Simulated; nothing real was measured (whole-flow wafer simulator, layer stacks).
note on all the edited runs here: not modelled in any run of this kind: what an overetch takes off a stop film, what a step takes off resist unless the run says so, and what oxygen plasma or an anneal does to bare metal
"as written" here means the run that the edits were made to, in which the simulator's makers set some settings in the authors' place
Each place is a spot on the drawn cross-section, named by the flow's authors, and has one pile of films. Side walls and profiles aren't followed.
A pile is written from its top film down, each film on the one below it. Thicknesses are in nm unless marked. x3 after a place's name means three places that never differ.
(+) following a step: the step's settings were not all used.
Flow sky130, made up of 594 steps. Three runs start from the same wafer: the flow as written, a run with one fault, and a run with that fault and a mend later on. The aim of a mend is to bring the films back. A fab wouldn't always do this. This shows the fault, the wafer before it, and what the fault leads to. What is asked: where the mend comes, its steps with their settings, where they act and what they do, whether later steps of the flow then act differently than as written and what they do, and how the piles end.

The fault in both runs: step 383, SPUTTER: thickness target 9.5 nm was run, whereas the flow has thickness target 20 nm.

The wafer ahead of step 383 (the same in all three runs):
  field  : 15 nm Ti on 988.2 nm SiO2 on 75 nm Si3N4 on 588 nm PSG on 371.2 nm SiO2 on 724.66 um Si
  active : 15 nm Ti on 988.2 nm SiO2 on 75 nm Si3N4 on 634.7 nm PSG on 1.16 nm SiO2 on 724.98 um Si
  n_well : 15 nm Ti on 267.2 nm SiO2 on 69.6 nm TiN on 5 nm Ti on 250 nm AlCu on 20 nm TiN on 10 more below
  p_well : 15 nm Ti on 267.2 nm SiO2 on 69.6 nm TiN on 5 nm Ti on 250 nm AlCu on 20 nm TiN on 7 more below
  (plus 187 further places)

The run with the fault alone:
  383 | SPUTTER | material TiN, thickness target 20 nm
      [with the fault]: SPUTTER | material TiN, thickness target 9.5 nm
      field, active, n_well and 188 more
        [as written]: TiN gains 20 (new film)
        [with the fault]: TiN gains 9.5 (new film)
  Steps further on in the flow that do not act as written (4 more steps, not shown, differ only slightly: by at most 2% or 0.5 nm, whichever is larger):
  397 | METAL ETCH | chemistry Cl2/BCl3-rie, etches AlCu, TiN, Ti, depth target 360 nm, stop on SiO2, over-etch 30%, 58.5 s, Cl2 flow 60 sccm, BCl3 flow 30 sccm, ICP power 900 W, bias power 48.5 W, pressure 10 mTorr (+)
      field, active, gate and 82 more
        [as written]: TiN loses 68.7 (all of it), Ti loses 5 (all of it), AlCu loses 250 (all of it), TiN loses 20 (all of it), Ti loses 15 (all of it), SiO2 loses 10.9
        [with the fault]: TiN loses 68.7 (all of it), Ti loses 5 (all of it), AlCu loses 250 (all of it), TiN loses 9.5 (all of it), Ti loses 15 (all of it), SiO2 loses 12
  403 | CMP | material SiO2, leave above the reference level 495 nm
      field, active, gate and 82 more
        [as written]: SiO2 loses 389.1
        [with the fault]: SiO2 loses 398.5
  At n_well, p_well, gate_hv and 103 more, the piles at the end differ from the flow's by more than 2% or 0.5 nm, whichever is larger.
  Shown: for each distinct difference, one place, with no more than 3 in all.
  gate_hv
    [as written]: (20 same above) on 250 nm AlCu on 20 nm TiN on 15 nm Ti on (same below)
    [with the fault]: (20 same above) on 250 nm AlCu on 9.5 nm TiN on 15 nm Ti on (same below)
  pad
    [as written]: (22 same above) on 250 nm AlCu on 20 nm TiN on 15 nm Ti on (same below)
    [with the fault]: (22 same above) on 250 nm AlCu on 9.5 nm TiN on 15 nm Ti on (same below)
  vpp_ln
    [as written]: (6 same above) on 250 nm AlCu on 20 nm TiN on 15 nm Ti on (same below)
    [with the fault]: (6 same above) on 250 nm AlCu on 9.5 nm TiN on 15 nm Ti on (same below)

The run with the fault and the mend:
  The mend follows step 383.
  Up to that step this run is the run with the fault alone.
  383a | SPUTTER | material TiN, thickness target 10.5 nm (a further turn of the flow's step 383, with different settings)
      field, active, n_well and 188 more
        TiN gains 10.5
  Later steps of the flow that are run all act as written at every place that is followed.
  The piles end the same as the flow's at every place that both follow.
